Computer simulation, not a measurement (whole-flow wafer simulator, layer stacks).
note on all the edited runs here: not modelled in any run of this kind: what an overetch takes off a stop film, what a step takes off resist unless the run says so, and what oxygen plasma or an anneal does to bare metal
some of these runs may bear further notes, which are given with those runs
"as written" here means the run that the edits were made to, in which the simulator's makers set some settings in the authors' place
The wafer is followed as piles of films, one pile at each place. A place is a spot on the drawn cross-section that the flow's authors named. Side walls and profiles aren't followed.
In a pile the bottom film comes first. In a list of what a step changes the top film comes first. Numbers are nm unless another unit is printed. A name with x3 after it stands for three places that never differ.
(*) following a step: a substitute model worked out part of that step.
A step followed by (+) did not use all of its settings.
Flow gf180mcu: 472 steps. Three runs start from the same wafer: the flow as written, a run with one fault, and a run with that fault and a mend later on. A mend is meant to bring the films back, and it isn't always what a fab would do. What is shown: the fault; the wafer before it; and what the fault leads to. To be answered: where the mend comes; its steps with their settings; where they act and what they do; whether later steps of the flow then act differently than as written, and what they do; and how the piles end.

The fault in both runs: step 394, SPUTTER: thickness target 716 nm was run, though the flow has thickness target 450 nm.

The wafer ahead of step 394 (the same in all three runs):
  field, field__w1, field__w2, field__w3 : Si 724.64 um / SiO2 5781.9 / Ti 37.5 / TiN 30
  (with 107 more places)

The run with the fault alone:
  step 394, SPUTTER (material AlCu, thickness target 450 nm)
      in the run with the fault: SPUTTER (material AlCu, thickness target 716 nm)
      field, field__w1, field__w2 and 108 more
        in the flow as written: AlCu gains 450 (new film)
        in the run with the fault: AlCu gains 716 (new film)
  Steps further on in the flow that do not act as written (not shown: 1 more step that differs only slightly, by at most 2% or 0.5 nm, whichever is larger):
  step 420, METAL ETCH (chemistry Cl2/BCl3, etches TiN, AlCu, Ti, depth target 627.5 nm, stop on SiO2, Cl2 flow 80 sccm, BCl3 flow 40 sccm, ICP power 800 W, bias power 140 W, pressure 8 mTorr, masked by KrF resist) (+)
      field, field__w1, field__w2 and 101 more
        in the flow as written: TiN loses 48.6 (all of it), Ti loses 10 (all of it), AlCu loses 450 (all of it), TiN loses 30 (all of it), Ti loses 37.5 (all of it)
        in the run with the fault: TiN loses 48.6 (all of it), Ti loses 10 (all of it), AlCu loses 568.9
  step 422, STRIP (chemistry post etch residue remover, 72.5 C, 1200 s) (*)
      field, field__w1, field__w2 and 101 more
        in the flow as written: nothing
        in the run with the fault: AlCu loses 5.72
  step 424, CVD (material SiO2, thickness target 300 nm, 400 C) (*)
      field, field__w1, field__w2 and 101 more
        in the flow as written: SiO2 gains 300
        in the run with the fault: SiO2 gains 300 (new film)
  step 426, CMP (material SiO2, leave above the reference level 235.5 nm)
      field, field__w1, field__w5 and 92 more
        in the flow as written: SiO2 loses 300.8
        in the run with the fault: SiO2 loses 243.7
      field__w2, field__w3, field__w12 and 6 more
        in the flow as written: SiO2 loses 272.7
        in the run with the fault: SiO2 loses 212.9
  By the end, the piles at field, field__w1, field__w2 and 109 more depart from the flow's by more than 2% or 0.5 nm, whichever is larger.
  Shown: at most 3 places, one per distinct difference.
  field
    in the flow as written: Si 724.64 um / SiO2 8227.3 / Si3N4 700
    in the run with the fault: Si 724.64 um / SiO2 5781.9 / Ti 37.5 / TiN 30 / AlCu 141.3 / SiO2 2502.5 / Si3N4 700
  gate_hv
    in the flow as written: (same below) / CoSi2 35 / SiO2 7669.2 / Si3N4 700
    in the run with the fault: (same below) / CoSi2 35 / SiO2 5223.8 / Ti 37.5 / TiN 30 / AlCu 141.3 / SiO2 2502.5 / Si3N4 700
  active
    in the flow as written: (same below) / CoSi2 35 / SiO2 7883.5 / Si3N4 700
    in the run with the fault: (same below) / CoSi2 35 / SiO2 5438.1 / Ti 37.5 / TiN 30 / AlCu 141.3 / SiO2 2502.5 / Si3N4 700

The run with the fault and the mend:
  After step 394 comes the mend.
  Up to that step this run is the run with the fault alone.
  step 394a, METAL ETCH (chemistry Cl2/BCl3, etches TiN, AlCu, Ti, depth target 266 nm, Cl2 flow 80 sccm, BCl3 flow 40 sccm, ICP power 800 W, bias power 140 W, pressure 8 mTorr) (the flow's step 260 again, with other settings)
      field, field__w1, field__w2 and 108 more
        AlCu loses 266
  Every later step of the flow that is run acts as written at every place that is followed.
  At every place that both follow, the piles at the end match the flow's.
